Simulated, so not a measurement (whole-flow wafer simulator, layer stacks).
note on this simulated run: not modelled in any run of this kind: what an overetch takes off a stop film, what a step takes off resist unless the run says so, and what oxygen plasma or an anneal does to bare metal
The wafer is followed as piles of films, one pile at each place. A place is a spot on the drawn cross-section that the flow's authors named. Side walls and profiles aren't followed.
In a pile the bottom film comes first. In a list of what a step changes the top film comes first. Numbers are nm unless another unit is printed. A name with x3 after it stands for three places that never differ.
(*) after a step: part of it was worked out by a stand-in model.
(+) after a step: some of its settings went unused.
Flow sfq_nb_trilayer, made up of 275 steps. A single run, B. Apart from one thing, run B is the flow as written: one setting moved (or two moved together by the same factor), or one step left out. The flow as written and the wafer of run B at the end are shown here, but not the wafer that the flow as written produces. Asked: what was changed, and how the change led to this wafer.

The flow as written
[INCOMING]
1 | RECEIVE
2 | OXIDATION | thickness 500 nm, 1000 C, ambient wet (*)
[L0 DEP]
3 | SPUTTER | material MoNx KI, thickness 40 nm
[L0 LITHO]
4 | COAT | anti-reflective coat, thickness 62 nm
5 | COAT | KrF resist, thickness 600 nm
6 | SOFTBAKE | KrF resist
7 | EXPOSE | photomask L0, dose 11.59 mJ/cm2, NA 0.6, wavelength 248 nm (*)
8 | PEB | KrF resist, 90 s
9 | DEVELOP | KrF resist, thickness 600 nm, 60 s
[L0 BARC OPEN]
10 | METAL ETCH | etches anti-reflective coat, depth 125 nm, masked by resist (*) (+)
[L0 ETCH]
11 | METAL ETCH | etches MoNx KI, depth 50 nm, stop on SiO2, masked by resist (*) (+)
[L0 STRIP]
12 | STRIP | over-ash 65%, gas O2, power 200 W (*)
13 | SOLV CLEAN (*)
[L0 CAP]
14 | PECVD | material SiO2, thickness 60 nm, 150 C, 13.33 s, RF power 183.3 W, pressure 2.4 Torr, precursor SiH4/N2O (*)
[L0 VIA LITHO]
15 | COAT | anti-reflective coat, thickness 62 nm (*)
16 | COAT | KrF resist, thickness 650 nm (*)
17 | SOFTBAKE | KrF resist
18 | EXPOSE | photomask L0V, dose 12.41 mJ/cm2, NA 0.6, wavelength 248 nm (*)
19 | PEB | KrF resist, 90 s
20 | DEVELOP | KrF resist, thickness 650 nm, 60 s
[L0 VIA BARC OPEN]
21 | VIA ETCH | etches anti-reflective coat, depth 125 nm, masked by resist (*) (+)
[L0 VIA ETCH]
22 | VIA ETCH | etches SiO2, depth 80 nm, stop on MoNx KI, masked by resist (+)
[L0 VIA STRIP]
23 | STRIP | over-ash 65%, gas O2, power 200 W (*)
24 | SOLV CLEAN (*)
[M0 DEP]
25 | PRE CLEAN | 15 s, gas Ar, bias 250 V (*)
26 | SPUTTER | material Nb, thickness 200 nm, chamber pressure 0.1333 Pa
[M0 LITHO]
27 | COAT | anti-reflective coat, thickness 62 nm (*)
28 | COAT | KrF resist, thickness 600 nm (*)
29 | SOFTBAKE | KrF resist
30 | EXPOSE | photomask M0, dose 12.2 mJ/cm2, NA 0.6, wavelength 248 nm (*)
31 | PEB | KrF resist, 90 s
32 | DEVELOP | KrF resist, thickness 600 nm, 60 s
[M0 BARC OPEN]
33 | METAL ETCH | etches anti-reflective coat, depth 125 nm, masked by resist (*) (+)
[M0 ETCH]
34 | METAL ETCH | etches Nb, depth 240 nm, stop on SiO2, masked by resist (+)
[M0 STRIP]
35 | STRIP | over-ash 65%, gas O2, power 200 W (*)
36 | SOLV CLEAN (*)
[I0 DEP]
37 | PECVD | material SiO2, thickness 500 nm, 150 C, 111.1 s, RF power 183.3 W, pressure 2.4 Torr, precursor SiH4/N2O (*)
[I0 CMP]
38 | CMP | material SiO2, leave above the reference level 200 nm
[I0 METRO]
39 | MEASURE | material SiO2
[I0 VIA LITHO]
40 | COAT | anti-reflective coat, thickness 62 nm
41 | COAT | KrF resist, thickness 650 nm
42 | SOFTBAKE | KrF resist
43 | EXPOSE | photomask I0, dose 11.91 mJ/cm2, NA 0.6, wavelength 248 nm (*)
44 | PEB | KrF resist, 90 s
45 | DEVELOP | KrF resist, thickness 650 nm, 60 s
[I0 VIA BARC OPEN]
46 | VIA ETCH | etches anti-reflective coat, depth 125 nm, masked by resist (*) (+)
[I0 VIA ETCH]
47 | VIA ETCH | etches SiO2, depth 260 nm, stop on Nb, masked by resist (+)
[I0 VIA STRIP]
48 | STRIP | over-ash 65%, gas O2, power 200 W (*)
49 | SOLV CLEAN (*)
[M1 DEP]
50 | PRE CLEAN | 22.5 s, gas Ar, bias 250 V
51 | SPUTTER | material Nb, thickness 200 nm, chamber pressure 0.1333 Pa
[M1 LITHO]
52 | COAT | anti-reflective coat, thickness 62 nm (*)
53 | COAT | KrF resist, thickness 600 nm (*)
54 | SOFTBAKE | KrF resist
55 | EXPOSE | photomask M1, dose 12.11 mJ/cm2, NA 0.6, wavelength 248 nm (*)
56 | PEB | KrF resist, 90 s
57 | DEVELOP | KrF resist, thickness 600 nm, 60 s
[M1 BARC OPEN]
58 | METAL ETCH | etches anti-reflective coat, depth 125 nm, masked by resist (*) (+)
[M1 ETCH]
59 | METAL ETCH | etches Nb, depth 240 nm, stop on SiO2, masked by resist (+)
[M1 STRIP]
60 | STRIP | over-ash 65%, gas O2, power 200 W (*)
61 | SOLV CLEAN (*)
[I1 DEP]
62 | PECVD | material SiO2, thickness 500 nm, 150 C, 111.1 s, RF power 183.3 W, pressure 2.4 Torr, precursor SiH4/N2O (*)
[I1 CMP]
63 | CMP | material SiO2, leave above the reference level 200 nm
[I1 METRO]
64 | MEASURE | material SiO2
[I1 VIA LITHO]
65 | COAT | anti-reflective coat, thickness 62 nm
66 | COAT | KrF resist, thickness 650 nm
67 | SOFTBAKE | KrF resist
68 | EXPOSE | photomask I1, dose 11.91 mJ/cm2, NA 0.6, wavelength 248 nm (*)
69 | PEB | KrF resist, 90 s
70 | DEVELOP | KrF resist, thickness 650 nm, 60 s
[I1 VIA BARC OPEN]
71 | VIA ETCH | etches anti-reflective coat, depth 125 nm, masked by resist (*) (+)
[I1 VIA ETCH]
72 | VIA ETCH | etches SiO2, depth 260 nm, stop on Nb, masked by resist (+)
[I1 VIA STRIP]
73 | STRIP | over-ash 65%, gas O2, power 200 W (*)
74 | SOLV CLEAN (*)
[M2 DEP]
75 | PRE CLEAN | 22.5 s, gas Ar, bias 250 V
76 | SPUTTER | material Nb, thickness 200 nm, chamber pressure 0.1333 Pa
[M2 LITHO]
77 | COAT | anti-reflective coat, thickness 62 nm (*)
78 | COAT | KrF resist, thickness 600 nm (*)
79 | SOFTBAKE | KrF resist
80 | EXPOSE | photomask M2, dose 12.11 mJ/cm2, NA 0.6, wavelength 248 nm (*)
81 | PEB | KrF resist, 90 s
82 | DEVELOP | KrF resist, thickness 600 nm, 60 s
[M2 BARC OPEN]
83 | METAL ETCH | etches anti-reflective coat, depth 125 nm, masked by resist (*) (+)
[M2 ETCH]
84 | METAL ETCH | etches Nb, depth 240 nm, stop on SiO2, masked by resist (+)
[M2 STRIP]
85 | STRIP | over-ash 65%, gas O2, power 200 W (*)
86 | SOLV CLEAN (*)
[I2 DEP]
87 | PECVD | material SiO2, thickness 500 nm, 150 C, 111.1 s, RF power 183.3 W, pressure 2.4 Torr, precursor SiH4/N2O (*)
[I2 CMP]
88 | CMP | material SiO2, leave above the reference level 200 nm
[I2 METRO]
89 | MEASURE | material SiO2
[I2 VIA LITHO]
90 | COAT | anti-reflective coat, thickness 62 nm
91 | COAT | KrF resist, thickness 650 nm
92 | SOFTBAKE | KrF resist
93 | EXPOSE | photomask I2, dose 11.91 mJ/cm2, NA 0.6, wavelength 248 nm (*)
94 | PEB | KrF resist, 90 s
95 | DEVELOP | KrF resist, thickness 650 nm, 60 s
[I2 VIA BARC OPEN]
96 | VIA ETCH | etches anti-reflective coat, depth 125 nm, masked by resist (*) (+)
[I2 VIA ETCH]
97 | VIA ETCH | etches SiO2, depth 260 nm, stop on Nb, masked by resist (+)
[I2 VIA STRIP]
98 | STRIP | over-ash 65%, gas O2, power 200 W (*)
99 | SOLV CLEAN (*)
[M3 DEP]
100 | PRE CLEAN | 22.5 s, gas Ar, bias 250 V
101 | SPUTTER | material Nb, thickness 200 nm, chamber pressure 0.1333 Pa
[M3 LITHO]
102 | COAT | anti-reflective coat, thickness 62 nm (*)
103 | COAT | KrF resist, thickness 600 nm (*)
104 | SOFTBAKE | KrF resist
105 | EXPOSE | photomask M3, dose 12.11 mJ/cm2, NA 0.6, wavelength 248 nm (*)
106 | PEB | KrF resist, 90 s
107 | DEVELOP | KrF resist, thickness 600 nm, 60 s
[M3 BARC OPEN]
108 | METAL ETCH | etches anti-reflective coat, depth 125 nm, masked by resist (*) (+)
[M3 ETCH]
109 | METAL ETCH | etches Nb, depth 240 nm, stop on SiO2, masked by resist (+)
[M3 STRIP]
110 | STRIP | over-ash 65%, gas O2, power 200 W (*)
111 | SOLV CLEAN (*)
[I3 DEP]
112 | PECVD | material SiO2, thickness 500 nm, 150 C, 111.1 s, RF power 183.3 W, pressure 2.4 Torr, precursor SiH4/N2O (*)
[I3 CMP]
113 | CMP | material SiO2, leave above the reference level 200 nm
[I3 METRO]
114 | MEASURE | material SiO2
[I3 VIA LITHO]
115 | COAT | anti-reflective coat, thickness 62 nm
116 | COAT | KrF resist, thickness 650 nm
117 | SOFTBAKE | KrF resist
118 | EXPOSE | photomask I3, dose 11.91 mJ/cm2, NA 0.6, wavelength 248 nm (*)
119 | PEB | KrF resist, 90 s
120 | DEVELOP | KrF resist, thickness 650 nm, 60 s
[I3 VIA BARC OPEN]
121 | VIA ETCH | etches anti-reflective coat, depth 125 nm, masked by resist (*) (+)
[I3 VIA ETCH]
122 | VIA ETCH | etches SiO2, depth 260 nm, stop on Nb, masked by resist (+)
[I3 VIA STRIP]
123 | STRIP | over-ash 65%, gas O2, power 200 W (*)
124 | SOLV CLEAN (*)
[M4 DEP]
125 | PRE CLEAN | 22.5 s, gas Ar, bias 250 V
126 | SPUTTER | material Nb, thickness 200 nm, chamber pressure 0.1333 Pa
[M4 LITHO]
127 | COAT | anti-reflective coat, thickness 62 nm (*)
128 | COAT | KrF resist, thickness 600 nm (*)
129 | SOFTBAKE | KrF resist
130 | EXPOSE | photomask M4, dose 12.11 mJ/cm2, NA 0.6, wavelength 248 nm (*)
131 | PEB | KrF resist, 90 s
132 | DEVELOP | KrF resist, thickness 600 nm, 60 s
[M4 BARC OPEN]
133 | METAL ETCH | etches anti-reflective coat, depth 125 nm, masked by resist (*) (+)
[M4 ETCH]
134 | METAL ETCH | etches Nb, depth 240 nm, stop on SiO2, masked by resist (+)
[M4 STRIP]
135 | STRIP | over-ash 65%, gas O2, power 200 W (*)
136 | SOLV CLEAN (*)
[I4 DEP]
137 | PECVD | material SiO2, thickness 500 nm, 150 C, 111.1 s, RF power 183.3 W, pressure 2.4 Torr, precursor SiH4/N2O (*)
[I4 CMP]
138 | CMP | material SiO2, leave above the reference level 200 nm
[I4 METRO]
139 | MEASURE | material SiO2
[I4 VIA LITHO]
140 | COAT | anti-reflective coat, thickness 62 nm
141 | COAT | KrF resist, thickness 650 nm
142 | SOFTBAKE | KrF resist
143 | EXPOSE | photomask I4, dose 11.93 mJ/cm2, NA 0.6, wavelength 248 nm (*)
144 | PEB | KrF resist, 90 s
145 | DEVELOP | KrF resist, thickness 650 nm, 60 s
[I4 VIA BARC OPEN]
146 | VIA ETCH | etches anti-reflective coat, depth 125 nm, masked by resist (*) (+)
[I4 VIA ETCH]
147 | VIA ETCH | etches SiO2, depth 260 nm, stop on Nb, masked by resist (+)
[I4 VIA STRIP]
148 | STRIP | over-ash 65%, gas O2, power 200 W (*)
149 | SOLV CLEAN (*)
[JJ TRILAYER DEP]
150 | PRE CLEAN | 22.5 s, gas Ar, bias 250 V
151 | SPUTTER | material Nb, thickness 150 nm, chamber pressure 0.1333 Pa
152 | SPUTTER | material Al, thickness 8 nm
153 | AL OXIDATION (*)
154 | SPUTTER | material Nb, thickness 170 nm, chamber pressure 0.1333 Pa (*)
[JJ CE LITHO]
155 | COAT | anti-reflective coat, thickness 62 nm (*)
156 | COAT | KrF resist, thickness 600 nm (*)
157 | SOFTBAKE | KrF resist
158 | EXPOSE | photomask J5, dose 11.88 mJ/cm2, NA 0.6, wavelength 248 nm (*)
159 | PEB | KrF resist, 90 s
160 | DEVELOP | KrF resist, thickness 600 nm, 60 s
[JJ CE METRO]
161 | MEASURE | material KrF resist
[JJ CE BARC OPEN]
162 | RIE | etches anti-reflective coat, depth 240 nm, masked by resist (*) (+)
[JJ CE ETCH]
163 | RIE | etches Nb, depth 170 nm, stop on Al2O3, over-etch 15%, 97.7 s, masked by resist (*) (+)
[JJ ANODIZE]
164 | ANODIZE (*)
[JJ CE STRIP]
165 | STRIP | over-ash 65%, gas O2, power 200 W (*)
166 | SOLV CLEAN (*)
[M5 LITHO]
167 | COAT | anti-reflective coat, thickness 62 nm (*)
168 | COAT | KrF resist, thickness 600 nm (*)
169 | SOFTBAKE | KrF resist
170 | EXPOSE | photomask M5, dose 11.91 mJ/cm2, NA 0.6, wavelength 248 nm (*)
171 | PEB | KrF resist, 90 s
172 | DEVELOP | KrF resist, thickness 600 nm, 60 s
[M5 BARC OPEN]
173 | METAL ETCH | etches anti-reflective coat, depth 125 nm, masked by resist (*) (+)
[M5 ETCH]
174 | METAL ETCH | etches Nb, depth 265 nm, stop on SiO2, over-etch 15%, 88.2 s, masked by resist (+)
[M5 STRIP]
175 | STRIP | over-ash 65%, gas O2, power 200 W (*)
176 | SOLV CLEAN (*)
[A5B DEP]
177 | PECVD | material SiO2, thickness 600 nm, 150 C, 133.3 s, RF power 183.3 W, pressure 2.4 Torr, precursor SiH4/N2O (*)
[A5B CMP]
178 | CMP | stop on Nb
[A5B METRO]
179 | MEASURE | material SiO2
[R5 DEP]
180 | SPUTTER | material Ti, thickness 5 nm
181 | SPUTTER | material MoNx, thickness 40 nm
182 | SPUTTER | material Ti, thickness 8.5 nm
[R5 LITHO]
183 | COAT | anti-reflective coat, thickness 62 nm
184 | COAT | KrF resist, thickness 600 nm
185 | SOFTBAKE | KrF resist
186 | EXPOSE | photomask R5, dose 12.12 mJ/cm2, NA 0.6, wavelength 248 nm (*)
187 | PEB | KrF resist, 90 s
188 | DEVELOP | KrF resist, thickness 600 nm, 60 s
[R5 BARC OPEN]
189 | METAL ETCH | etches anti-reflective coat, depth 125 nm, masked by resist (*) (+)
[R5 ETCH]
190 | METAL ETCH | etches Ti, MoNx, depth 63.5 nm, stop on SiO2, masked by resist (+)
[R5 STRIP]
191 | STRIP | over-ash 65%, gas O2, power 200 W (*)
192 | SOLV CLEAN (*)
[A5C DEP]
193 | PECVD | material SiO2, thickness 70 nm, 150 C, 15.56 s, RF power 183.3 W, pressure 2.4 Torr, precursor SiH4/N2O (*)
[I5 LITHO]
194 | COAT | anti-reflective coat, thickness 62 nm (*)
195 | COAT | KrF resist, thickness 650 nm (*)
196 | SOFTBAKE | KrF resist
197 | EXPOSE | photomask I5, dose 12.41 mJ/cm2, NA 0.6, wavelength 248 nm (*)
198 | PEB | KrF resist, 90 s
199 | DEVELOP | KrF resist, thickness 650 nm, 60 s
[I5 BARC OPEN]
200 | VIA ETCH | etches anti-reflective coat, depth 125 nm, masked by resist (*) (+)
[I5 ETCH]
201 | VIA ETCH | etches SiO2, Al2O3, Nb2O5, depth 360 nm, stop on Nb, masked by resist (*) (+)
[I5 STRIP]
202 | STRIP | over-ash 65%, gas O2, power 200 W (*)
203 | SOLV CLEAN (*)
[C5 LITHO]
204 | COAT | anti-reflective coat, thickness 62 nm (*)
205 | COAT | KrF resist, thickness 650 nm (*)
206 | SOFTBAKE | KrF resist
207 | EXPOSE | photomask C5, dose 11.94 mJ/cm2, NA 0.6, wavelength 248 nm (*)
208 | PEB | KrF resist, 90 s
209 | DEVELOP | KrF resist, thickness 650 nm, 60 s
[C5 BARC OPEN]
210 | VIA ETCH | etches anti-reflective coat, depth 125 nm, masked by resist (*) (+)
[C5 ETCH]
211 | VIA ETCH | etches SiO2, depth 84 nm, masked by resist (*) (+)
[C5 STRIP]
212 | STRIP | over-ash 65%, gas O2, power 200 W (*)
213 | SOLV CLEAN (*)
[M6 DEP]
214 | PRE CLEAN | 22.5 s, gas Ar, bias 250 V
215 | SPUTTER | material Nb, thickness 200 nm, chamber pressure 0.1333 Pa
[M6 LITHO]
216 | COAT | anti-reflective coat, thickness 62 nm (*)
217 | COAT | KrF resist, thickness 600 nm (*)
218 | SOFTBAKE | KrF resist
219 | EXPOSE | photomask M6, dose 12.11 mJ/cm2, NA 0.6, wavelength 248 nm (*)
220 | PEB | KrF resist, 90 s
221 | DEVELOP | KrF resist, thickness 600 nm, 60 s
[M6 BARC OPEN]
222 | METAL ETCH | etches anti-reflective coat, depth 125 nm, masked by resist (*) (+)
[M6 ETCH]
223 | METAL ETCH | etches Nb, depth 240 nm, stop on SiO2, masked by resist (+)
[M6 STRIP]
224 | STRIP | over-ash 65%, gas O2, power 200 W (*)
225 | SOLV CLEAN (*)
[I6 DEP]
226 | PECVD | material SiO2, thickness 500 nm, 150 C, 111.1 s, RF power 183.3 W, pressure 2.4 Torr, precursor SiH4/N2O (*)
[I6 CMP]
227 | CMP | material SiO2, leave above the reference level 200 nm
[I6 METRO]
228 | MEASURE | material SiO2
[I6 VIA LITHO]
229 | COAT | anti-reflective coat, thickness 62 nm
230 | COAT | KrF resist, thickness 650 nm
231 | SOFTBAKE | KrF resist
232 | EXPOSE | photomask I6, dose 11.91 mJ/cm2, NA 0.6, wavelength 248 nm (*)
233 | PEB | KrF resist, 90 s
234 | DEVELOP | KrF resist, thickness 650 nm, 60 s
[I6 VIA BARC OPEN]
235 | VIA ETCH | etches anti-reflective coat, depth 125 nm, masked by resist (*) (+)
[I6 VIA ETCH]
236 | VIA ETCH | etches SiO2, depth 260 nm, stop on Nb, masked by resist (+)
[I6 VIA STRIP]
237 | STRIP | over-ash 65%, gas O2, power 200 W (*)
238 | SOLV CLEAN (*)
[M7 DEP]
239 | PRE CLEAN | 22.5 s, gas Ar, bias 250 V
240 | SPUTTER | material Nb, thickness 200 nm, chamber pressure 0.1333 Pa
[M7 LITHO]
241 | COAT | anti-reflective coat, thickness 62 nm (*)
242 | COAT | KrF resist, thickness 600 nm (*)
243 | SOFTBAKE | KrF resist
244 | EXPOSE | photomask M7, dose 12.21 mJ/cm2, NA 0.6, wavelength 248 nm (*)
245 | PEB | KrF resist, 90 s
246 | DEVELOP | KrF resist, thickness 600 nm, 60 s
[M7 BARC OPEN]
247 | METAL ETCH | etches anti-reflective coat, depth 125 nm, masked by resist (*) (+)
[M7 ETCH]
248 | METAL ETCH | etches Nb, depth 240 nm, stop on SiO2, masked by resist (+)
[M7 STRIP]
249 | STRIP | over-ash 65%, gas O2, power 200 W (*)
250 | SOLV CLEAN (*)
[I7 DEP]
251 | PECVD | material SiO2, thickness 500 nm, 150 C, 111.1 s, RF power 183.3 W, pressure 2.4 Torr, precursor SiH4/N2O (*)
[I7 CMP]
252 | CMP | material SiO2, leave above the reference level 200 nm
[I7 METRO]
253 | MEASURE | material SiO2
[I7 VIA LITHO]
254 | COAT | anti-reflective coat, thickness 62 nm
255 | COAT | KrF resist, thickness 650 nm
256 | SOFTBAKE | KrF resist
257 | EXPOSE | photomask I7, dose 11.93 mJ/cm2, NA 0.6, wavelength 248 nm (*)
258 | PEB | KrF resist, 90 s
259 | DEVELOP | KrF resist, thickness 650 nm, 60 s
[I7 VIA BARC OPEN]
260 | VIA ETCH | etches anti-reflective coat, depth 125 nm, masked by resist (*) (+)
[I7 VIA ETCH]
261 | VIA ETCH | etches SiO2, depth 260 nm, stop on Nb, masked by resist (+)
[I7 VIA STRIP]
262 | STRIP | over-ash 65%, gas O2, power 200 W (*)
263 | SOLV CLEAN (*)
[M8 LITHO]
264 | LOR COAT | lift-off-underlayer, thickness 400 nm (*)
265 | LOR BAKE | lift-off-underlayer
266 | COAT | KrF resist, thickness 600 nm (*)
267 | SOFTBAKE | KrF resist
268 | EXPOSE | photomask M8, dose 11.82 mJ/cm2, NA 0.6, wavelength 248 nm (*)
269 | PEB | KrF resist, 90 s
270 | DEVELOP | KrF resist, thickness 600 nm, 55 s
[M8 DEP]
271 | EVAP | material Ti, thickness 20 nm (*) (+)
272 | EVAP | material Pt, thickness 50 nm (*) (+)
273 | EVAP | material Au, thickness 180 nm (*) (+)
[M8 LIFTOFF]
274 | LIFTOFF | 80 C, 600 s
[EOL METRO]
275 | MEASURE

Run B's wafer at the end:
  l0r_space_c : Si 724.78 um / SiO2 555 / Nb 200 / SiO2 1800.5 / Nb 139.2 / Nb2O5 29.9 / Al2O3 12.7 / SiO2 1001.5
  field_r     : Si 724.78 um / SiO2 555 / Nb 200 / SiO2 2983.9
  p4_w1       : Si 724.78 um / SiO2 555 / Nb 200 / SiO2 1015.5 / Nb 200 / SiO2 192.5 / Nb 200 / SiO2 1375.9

What caused this: step 38, CMP: leave above the reference level 238 nm was run, whereas the flow has leave above the reference level 200 nm.

The path from the change to this, step by step:
  38 | CMP | material SiO2, leave above the reference level 200 nm
      v_sur, via_wl, via_w and 94 more: SiO2 loses 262 (as written it would have been: SiO2 loses 300)
      field_l, l0_sur, l0r_line_l, l0r_line_c, l0r_line_r: SiO2 loses 302 (as written it would have been: SiO2 loses 340)
      (and at 4 other places as well)
  47 | VIA ETCH | etches SiO2, depth 260 nm, stop on Nb, masked by resist (+)
      via_w: SiO2 loses 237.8 (all of it) (as written it would have been: SiO2 loses 199.8 (all of it))
  51 | SPUTTER | material Nb, thickness 200 nm, chamber pressure 0.1333 Pa
      via_w: Nb gains 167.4 (as written it would have been: Nb gains 174.5)
  52 | COAT | anti-reflective coat, thickness 62 nm (*)
      via_w: anti-reflective coat gains 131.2 (new film) (as written it would have been: anti-reflective coat gains 123.1 (new film))
      via_wr: anti-reflective coat gains 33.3 (new film) (as written it would have been: anti-reflective coat gains 34.9 (new film))
  53 | COAT | KrF resist, thickness 600 nm (*)
      via_w: KrF resist gains 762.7 (new film) (as written it would have been: KrF resist gains 731.8 (new film))
  60 | STRIP | over-ash 65%, gas O2, power 200 W (*)
      via_w: KrF resist loses 544.6 (all of it), anti-reflective coat loses 131.2 (all of it) (as written it would have been: KrF resist loses 513.8 (all of it), anti-reflective coat loses 123.1 (all of it))
      via_wr: KrF resist loses 381.2 (all of it), anti-reflective coat loses 33.3 (all of it) (as written it would have been: KrF resist loses 384.4 (all of it), anti-reflective coat loses 34.9 (all of it))
  62 | PECVD | material SiO2, thickness 500 nm, 150 C, 111.1 s, RF power 183.3 W, pressure 2.4 Torr, precursor SiH4/N2O (*)
      via_w: SiO2 gains 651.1 (new film) (as written it would have been: SiO2 gains 606 (new film))
